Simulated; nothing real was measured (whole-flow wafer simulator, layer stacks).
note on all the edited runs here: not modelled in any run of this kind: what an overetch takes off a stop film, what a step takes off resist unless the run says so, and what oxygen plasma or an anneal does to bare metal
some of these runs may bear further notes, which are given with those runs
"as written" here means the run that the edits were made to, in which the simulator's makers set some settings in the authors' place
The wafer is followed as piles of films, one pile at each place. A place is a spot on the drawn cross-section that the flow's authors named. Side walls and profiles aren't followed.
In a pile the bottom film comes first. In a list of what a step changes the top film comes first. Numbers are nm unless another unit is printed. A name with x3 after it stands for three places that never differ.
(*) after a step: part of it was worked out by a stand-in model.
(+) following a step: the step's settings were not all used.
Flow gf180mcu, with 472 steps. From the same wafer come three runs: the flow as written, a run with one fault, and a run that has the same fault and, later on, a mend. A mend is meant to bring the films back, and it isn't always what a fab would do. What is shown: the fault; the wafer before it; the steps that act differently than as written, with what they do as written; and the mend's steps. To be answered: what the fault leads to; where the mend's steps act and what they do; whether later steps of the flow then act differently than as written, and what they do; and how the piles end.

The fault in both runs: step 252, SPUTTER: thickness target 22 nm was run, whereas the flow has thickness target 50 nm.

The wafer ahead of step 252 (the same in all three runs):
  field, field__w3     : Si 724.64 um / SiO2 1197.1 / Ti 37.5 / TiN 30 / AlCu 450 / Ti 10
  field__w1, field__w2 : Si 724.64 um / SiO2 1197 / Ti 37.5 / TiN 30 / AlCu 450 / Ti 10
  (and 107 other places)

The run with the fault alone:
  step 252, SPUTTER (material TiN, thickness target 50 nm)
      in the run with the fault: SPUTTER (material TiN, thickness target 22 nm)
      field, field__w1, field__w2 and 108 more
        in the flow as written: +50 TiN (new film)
        in the run with the fault: +22 TiN (new film)
  Steps further on in the flow that do not act as written (not shown: 2 more steps that differ only slightly, by at most 2% or 0.5 nm, whichever is larger):
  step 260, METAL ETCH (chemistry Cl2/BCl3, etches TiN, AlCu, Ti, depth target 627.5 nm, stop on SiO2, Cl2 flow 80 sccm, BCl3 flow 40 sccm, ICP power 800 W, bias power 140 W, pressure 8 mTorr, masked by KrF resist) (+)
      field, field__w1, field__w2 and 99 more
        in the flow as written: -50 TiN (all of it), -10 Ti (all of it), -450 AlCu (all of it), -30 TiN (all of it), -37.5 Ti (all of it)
        in the run with the fault: -22 TiN (all of it), -10 Ti (all of it), -450 AlCu (all of it), -30 TiN (all of it), -37.5 Ti (all of it)
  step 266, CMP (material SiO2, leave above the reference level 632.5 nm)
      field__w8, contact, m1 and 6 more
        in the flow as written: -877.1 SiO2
        in the run with the fault: -849.1 SiO2
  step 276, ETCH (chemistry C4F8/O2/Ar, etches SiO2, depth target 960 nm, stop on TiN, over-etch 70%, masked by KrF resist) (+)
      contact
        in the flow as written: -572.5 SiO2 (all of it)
        in the run with the fault: -600.5 SiO2 (all of it)
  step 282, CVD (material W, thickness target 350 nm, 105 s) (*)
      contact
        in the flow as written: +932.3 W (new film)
        in the run with the fault: +960.5 W (new film)
  By the end, the piles at field__w8, contact, m1 and 6 more depart from the flow's by more than 2% or 0.5 nm, whichever is larger.
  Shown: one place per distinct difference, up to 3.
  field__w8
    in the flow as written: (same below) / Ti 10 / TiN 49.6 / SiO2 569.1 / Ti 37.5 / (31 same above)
    in the run with the fault: (same below) / Ti 10 / TiN 21.6 / SiO2 597.1 / Ti 37.5 / (31 same above)
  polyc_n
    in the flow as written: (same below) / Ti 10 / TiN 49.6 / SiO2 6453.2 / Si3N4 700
    in the run with the fault: (same below) / Ti 10 / TiN 21.6 / SiO2 6481.2 / Si3N4 700
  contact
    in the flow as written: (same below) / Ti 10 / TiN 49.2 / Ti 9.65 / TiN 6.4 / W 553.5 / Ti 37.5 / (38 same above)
    in the run with the fault: (same below) / Ti 10 / TiN 21.2 / Ti 9.5 / TiN 6.3 / W 581.8 / Ti 37.5 / (38 same above)

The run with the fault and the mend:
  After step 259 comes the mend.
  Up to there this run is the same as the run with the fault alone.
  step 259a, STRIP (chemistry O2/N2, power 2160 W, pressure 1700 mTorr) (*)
      field__w8, contact, m1 and 6 more
        -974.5 KrF resist (all of it)
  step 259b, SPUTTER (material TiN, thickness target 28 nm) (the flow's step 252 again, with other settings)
      field, field__w1, field__w2 and 108 more
        +28 TiN
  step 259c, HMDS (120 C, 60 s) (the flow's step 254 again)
      alters no film at any place that is followed
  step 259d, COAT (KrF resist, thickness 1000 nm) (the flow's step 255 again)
      field, field__w1, field__w2 and 108 more
        +1000 KrF resist (new film)
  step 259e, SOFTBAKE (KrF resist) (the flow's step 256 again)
      alters no film at any place that is followed
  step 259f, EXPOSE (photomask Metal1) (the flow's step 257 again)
      alters no film at any place that is followed
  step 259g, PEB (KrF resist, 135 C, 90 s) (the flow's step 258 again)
      field, field__w1, field__w2 and 108 more
        -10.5 KrF resist
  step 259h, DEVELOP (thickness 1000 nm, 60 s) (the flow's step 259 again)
      field, field__w1, field__w2 and 99 more
        -989.5 KrF resist (all of it)
      field__w8, contact, m1 and 6 more
        -14.9 KrF resist
  Later steps of the flow that are run all act as written at every place that is followed.
  At every place that both follow, the piles at the end match the flow's.
